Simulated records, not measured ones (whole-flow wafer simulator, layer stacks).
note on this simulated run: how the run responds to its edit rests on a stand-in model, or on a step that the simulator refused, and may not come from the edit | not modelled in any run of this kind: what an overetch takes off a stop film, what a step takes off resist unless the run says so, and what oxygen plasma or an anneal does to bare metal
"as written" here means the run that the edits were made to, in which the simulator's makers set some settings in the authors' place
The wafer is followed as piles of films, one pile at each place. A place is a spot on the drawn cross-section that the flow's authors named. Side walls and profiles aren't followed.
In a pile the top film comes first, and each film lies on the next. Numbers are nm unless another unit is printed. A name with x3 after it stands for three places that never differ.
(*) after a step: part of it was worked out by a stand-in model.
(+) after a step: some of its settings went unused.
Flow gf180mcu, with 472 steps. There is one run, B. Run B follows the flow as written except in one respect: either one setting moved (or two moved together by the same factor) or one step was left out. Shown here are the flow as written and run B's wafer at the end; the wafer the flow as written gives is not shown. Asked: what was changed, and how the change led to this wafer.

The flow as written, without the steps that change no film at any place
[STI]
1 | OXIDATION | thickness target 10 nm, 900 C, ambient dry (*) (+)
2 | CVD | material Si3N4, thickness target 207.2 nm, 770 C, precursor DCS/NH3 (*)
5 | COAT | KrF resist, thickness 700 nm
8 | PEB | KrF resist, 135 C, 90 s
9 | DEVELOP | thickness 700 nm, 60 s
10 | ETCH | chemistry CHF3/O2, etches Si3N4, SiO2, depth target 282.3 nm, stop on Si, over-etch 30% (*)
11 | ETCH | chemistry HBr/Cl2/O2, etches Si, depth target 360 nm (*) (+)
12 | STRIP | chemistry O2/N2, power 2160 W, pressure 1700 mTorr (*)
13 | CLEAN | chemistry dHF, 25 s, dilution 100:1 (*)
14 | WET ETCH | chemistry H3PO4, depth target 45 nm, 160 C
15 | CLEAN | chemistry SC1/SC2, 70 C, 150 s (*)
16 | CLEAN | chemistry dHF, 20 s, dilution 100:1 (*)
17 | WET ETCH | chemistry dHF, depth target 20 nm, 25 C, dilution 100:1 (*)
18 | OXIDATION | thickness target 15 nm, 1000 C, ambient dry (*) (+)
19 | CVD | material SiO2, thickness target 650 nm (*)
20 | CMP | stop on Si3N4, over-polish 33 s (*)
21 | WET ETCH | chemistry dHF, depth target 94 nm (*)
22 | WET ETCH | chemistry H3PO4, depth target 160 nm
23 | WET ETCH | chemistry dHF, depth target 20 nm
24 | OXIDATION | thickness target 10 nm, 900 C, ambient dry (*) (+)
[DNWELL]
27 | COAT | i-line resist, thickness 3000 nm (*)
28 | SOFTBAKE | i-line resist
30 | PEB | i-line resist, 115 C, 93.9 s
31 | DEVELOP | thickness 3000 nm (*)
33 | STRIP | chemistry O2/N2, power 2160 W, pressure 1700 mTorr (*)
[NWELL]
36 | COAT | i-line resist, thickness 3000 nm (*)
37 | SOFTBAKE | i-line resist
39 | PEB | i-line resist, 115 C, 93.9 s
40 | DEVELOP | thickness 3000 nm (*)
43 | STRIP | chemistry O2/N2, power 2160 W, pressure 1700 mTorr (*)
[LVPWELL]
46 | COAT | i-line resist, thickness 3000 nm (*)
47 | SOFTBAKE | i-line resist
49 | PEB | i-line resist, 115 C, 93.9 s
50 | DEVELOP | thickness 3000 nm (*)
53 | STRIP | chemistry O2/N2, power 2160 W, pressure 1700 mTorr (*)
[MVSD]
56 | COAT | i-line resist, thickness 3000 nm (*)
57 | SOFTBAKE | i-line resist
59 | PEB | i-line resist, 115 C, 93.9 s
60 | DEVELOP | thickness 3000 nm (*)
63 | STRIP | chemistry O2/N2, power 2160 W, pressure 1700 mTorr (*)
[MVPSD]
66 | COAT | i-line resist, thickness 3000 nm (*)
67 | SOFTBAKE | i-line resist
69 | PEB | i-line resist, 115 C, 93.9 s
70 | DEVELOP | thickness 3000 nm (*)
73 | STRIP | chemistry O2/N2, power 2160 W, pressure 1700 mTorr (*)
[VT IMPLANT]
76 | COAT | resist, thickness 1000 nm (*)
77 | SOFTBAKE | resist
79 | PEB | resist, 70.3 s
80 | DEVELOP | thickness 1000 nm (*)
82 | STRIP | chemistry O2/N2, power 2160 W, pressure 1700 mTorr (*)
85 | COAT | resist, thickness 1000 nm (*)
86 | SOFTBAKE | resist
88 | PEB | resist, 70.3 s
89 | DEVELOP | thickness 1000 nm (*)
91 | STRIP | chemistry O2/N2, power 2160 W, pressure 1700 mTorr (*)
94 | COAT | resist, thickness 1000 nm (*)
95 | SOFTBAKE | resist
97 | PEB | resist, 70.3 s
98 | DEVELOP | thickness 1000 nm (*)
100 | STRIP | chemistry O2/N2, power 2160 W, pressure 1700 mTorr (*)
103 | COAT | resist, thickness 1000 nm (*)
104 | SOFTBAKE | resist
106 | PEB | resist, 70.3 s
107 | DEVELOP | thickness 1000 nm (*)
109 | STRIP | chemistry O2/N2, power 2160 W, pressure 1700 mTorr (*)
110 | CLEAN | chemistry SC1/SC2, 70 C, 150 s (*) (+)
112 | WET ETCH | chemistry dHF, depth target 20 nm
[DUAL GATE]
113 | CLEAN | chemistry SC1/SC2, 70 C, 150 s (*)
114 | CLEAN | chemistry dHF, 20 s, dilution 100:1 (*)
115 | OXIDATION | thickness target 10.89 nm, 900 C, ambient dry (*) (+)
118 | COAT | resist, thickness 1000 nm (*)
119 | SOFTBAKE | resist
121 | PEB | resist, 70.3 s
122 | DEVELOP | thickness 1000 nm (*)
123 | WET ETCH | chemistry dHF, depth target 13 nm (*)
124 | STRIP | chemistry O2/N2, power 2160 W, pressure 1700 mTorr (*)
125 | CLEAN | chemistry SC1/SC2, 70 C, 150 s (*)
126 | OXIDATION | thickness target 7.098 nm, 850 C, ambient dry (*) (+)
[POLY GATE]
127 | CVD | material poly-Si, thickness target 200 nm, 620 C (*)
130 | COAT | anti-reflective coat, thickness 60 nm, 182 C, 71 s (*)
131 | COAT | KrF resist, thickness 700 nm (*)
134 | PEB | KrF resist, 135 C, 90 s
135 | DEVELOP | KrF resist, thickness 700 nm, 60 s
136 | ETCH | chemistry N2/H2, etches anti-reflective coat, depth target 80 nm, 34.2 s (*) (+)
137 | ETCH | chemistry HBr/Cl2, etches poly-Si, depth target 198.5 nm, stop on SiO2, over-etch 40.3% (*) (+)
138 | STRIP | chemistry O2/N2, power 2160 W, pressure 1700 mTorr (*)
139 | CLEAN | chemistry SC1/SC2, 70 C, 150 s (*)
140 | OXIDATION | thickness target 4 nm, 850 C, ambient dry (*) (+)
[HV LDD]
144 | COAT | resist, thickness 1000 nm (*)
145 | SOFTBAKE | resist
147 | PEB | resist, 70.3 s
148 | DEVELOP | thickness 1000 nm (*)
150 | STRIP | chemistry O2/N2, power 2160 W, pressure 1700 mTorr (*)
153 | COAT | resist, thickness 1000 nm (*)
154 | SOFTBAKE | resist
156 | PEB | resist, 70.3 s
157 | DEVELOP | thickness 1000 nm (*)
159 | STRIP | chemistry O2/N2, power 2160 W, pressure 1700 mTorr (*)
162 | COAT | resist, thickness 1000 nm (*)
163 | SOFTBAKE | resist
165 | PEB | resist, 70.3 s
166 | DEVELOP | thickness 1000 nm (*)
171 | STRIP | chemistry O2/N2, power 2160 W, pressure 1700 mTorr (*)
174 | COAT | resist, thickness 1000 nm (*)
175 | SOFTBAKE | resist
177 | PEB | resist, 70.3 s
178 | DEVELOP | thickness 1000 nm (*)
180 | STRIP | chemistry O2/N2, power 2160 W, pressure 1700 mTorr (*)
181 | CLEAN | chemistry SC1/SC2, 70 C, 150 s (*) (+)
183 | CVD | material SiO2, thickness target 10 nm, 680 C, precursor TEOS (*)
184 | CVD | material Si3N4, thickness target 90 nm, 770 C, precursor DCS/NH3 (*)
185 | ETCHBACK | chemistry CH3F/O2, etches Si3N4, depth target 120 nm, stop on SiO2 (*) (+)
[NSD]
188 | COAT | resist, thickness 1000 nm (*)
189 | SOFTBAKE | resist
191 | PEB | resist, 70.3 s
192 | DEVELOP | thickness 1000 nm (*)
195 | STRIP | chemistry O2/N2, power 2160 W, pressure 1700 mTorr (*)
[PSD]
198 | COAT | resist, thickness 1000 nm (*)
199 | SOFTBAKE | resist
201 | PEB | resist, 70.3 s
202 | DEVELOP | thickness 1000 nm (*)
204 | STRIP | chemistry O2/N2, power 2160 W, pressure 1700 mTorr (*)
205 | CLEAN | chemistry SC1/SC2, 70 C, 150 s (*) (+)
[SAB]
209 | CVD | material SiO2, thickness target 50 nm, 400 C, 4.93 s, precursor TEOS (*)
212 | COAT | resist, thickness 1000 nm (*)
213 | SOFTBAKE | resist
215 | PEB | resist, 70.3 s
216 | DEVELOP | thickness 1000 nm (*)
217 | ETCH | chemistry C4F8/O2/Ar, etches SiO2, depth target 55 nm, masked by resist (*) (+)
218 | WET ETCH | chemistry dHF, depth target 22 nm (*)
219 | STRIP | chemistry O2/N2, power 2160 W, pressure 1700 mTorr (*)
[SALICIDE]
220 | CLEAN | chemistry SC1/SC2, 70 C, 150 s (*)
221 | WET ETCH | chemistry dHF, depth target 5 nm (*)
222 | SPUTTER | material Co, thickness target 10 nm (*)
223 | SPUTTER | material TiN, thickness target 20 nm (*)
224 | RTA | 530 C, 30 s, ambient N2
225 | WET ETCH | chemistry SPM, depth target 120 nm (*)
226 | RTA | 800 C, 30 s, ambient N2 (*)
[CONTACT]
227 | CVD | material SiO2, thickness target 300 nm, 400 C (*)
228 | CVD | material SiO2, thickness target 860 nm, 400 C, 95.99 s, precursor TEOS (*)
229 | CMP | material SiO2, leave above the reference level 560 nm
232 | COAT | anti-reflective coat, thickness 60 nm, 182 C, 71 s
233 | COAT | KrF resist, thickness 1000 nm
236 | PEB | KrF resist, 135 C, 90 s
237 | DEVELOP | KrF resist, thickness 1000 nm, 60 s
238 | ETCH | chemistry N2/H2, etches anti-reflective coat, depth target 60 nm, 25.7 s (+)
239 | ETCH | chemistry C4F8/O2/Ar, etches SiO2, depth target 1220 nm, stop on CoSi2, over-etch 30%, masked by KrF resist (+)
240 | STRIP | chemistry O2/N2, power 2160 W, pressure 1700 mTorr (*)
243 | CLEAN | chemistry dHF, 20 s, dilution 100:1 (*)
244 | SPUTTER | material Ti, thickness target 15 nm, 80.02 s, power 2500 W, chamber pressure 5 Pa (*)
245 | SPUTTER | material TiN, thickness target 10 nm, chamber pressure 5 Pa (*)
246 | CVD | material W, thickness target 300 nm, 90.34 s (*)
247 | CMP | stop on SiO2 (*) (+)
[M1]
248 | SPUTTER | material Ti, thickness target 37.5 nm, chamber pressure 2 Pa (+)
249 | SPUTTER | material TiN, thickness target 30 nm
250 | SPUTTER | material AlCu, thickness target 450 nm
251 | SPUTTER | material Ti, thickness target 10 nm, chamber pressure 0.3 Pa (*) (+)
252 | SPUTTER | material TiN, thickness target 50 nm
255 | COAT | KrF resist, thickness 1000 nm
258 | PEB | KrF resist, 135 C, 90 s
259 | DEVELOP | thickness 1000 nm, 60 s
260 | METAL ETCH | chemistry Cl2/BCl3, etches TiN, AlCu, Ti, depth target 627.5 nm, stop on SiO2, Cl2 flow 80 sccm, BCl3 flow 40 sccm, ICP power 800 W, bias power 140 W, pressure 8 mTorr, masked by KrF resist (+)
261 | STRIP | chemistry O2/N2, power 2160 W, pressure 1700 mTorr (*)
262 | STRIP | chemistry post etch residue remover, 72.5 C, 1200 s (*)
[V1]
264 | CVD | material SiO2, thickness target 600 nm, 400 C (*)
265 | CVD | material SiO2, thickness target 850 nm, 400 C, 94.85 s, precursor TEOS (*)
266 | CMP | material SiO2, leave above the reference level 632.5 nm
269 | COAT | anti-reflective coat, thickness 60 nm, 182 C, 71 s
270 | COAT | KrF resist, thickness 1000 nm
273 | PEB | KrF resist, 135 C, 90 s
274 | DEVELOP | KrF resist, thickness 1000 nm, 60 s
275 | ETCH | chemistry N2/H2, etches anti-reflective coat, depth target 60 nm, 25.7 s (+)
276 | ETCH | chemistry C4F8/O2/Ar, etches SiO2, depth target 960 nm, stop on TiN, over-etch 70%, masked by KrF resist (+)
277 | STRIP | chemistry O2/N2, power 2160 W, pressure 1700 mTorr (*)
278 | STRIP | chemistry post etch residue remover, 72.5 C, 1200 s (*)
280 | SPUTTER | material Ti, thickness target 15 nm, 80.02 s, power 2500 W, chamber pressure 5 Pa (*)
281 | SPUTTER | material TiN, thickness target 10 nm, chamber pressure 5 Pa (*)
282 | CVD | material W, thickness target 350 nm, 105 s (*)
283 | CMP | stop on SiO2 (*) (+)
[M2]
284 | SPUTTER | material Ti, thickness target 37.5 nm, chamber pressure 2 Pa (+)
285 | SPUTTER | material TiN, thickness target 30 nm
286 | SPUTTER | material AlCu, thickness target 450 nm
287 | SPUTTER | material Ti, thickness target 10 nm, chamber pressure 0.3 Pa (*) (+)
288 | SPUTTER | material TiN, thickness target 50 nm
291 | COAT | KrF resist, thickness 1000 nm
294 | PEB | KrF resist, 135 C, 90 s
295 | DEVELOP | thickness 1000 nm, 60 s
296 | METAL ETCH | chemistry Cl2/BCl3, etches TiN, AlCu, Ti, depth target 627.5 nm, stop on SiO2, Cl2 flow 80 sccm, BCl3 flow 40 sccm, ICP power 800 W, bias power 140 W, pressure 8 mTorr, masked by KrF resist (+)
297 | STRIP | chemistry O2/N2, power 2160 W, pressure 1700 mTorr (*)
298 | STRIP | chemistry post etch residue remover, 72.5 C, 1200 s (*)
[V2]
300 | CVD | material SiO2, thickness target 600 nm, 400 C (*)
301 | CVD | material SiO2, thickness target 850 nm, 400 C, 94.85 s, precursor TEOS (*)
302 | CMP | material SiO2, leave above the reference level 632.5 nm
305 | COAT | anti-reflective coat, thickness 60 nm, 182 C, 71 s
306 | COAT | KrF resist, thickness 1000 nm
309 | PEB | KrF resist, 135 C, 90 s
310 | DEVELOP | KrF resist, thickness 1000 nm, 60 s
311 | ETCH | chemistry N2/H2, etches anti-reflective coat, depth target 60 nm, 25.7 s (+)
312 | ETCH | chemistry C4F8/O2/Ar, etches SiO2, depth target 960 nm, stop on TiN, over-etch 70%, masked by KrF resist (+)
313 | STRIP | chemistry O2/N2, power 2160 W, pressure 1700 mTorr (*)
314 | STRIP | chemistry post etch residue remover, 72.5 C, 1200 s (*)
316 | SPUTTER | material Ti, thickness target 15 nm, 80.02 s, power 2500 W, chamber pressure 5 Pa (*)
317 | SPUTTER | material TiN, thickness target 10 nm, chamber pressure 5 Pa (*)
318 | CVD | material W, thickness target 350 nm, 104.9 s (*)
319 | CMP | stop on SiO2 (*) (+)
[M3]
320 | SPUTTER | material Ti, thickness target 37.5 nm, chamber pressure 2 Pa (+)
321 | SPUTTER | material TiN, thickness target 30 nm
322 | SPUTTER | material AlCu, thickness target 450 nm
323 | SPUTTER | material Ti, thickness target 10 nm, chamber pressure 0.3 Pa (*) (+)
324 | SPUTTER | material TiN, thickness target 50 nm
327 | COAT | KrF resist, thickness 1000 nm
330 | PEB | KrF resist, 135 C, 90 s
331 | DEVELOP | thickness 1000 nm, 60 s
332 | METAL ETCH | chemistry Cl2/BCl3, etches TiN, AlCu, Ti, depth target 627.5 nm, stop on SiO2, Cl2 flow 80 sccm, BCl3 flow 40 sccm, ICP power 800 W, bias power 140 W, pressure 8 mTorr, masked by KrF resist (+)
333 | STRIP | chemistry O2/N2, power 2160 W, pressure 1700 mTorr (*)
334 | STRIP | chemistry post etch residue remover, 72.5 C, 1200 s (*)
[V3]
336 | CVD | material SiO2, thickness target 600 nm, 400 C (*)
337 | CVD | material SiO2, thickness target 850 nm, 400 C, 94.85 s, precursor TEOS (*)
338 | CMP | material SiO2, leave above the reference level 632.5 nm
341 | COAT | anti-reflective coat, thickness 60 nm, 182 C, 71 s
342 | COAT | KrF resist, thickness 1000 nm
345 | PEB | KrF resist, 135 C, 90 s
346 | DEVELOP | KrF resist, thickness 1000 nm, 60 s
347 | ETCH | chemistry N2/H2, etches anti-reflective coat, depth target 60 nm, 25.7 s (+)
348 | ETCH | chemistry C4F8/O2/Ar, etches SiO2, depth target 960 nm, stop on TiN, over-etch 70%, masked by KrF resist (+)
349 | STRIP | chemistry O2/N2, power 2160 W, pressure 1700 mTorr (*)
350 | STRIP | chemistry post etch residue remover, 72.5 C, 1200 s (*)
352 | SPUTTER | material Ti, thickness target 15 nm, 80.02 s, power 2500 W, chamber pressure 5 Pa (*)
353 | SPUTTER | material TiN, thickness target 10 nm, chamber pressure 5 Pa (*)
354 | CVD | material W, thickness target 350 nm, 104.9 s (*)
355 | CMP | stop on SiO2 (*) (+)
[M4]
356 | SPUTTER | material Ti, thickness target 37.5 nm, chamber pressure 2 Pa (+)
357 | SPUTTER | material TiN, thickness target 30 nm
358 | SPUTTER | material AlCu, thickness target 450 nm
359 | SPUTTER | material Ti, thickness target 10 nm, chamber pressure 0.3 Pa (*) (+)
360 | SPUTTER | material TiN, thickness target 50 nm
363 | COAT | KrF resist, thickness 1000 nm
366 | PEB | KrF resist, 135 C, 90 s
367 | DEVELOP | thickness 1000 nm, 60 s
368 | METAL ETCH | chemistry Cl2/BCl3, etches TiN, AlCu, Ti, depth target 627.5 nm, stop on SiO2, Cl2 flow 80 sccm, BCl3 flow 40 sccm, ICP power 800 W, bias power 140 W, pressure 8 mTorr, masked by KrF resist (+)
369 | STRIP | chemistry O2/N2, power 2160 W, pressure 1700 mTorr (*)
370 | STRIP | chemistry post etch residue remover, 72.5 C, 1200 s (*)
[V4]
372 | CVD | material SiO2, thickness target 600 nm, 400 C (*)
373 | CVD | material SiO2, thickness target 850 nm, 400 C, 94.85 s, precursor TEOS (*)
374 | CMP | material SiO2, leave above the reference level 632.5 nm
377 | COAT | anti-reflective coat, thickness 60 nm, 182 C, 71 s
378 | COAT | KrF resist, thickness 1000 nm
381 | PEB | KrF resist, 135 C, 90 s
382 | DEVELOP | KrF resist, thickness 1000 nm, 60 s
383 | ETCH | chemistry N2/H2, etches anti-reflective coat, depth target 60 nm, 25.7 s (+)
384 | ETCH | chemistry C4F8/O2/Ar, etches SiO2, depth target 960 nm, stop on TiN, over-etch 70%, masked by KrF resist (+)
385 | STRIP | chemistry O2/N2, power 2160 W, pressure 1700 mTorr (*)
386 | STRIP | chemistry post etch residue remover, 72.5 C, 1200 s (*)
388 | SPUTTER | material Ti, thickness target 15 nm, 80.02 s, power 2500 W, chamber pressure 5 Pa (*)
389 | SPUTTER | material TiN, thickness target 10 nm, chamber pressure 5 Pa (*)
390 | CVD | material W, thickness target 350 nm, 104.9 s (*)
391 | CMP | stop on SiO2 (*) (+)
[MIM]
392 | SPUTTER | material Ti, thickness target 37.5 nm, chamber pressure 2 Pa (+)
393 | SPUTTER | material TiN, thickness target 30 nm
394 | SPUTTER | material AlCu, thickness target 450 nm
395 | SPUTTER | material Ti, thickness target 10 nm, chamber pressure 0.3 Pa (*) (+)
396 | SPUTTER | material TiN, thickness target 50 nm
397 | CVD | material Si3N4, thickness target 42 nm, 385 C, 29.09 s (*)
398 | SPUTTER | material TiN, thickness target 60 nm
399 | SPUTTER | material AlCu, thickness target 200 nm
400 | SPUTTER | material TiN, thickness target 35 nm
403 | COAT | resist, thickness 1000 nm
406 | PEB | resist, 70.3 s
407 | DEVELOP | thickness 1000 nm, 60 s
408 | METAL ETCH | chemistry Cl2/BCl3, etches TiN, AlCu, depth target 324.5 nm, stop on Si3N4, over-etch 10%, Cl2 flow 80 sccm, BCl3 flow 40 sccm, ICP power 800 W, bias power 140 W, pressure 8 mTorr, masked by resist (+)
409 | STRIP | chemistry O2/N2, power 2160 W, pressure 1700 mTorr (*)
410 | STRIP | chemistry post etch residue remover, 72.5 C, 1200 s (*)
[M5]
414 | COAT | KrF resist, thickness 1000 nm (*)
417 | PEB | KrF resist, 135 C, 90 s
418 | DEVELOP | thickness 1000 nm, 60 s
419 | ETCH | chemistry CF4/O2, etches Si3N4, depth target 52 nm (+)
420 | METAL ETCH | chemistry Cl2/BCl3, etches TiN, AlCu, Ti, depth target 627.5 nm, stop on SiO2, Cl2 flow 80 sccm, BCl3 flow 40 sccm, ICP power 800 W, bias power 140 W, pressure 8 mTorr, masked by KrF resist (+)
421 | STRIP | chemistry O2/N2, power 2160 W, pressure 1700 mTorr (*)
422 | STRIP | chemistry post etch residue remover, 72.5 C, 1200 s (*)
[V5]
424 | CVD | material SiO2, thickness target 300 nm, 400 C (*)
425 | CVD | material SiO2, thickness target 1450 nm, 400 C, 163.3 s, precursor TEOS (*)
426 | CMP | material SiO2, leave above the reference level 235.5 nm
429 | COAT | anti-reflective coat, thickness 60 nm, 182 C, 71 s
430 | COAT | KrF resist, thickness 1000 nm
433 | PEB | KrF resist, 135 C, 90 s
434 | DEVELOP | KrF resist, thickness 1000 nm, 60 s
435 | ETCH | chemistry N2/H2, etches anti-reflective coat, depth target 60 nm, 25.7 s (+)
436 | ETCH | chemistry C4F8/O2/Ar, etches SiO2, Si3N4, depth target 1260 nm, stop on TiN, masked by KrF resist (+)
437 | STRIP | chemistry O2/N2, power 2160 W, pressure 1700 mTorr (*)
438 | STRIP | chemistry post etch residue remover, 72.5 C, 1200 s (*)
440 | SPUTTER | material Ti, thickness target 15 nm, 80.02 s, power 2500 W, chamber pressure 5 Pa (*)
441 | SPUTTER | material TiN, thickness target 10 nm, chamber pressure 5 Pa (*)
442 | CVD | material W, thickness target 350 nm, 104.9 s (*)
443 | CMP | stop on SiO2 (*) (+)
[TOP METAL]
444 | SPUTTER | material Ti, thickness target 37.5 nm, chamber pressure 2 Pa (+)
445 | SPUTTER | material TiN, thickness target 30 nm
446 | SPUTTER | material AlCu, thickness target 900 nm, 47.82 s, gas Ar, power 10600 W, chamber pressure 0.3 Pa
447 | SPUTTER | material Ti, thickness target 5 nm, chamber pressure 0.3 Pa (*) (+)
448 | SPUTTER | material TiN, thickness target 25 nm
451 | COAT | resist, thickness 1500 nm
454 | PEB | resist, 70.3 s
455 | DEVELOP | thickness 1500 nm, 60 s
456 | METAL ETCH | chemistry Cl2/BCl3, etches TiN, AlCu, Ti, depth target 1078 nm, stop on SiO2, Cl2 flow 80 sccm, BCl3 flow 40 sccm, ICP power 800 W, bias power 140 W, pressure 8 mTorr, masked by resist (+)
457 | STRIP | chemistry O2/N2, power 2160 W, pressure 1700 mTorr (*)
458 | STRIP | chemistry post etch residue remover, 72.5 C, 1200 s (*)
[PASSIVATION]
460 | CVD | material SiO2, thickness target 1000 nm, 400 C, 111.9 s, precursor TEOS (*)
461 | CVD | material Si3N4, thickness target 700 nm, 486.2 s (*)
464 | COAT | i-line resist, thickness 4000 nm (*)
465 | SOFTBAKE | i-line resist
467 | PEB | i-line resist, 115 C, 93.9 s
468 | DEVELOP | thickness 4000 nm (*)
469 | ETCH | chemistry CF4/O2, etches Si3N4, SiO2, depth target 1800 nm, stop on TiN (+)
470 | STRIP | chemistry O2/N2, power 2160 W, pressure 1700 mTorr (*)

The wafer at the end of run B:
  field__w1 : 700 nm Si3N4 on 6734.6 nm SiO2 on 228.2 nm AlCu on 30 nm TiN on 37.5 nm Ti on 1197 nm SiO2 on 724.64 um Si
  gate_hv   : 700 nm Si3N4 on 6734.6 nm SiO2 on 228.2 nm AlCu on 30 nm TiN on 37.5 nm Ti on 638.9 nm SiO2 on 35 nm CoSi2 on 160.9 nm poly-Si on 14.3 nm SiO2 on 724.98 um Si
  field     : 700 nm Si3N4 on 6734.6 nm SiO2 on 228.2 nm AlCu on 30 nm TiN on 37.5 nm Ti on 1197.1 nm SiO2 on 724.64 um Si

The reason: step 260, METAL ETCH: depth target 276.1 nm was run, whereas the flow has depth target 627.5 nm.

How this came from the change, step by step:
  260 | METAL ETCH | chemistry Cl2/BCl3, etches TiN, AlCu, Ti, depth target 627.5 nm, stop on SiO2, Cl2 flow 80 sccm, BCl3 flow 40 sccm, ICP power 800 W, bias power 140 W, pressure 8 mTorr, masked by KrF resist (+)
      field, field__w1, field__w2 and 99 more: TiN loses 50 (all of it), Ti loses 10 (all of it), AlCu loses 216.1 (as written it would have been: TiN loses 50 (all of it), Ti loses 10 (all of it), AlCu loses 450 (all of it), TiN loses 30 (all of it), Ti loses 37.5 (all of it))
      field__w8, contact, m1 and 6 more: KrF resist loses 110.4 (as written it would have been: KrF resist loses 251)
  261 | STRIP | chemistry O2/N2, power 2160 W, pressure 1700 mTorr (*)
      field__w8, contact, m1 and 6 more: KrF resist loses 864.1 (all of it) (as written it would have been: KrF resist loses 723.5 (all of it))
  262 | STRIP | chemistry post etch residue remover, 72.5 C, 1200 s (*)
      field, field__w1, field__w2 and 99 more: AlCu loses 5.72 (as written it would have been: nothing)
  264 | CVD | material SiO2, thickness target 600 nm, 400 C (*)
      field, field__w1, field__w2 and 99 more: SiO2 gains 600 (new film) (as written it would have been: SiO2 gains 600)
  266 | CMP | material SiO2, leave above the reference level 632.5 nm
      field, field__w1, field__w2 and 99 more: SiO2 loses 595.7 (as written it would have been: SiO2 loses 300)
With metal films that touch counted as one body, field__w1 has 1 body; the flow as written gives 0 bodies.
With metal films that touch counted as one body, gate_hv has 2 bodies (between them, from the top down: SiO2 638.9); the flow as written gives 1 body.
With metal films that touch counted as one body, field has 1 body; the flow as written gives 0 bodies.
